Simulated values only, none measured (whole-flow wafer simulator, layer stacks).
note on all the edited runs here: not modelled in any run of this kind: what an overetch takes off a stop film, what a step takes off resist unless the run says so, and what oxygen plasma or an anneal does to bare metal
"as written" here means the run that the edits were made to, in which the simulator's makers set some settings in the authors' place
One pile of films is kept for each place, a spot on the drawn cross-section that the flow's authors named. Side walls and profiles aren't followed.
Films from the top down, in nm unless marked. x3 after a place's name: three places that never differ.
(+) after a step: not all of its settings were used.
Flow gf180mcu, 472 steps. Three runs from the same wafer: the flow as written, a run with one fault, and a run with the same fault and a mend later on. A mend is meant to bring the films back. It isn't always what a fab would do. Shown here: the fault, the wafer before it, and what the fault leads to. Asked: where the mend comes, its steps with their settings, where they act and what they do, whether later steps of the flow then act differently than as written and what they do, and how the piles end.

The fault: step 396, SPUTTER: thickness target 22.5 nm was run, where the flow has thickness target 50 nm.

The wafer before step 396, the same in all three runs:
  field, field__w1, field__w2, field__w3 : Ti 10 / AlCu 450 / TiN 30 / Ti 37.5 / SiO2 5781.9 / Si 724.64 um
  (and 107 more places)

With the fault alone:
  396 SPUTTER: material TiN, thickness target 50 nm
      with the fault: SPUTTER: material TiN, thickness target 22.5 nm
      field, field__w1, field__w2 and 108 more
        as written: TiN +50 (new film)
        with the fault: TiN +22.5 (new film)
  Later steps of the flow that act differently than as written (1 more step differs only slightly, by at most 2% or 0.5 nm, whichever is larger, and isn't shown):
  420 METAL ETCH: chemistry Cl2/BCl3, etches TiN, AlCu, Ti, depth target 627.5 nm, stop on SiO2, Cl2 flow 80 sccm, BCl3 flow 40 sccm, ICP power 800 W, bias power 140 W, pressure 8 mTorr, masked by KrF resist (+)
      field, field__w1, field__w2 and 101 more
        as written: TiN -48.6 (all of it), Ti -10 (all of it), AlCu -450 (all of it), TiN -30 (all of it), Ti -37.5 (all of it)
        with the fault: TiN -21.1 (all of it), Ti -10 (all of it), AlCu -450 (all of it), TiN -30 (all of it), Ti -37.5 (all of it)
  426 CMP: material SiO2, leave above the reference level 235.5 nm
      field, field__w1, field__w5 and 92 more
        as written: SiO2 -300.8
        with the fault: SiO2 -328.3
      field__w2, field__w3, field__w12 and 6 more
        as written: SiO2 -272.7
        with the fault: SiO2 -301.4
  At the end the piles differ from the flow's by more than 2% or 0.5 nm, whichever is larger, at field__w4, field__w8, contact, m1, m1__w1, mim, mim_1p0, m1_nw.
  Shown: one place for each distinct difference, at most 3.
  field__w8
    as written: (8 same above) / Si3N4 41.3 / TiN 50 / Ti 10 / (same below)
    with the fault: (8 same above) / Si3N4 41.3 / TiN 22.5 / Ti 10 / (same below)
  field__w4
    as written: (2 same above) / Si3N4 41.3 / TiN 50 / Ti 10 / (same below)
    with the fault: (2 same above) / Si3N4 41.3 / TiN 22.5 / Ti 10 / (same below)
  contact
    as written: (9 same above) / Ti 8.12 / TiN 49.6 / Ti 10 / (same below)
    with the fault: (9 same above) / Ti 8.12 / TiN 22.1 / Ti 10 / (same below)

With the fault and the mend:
  The mend comes after step 396.
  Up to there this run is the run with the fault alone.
  396a SPUTTER: material TiN, thickness target 27.5 nm (the flow's step 396 once more, with other settings)
      field, field__w1, field__w2 and 108 more
        TiN +27.5
  No later step of the flow acts differently than as written at any place that is followed.
  At the end the piles are the same as the flow's at every place that both follow.
